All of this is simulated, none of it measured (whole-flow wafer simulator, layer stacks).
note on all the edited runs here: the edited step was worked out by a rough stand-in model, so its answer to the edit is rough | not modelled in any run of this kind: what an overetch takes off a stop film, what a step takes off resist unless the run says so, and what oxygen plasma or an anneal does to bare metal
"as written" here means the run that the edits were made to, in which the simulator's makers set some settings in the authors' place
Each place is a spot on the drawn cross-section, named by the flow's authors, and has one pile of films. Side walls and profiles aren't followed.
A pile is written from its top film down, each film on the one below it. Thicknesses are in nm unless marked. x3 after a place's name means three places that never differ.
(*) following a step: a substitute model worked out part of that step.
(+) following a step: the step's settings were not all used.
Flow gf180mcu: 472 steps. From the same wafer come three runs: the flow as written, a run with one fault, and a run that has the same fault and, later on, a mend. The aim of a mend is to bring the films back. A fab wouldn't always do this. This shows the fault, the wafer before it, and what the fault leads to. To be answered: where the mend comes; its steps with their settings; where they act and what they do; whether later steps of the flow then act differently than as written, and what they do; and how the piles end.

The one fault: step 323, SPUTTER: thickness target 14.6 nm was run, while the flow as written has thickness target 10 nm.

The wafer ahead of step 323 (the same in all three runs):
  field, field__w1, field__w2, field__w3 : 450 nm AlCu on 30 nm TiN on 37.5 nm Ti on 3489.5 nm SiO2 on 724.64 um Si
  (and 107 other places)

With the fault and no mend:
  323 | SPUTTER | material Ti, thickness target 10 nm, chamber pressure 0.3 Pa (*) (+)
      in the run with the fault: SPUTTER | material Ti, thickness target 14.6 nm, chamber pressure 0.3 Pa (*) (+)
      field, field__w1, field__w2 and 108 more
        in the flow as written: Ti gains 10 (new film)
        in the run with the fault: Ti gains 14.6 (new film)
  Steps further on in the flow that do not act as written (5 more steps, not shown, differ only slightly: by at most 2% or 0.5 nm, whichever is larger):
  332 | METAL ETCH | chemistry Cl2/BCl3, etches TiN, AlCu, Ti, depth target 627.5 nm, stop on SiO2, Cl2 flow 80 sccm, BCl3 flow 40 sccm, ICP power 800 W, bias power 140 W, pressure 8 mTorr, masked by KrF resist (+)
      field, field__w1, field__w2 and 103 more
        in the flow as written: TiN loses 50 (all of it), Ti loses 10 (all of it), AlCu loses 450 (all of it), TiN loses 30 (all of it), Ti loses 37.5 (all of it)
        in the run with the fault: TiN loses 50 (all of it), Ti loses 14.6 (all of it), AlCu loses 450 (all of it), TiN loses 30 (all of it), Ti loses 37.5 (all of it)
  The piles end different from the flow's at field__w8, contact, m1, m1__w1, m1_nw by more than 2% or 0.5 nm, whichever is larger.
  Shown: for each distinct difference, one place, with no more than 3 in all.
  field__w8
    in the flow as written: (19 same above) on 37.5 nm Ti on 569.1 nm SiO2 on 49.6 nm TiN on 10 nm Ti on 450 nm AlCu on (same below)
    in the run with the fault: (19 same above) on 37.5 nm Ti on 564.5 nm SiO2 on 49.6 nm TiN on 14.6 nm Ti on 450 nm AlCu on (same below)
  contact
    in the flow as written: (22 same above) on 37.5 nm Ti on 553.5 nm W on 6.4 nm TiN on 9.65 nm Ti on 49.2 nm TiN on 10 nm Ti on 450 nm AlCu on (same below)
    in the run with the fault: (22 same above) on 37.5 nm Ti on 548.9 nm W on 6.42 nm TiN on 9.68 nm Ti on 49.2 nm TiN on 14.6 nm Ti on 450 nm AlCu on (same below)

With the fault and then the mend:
  The mend stands after step 323.
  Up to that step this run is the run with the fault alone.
  323a | METAL ETCH | chemistry Cl2/BCl3, etches TiN, AlCu, Ti, depth target 4.6 nm, Cl2 flow 80 sccm, BCl3 flow 40 sccm, ICP power 800 W, bias power 140 W, pressure 8 mTorr (a further turn of the flow's step 260, with different settings)
      field, field__w1, field__w2 and 108 more
        Ti loses 4.6
  Every later step of the flow that is run acts as written at every place that is followed.
  By the end, the piles equal the flow's at every place that both follow.
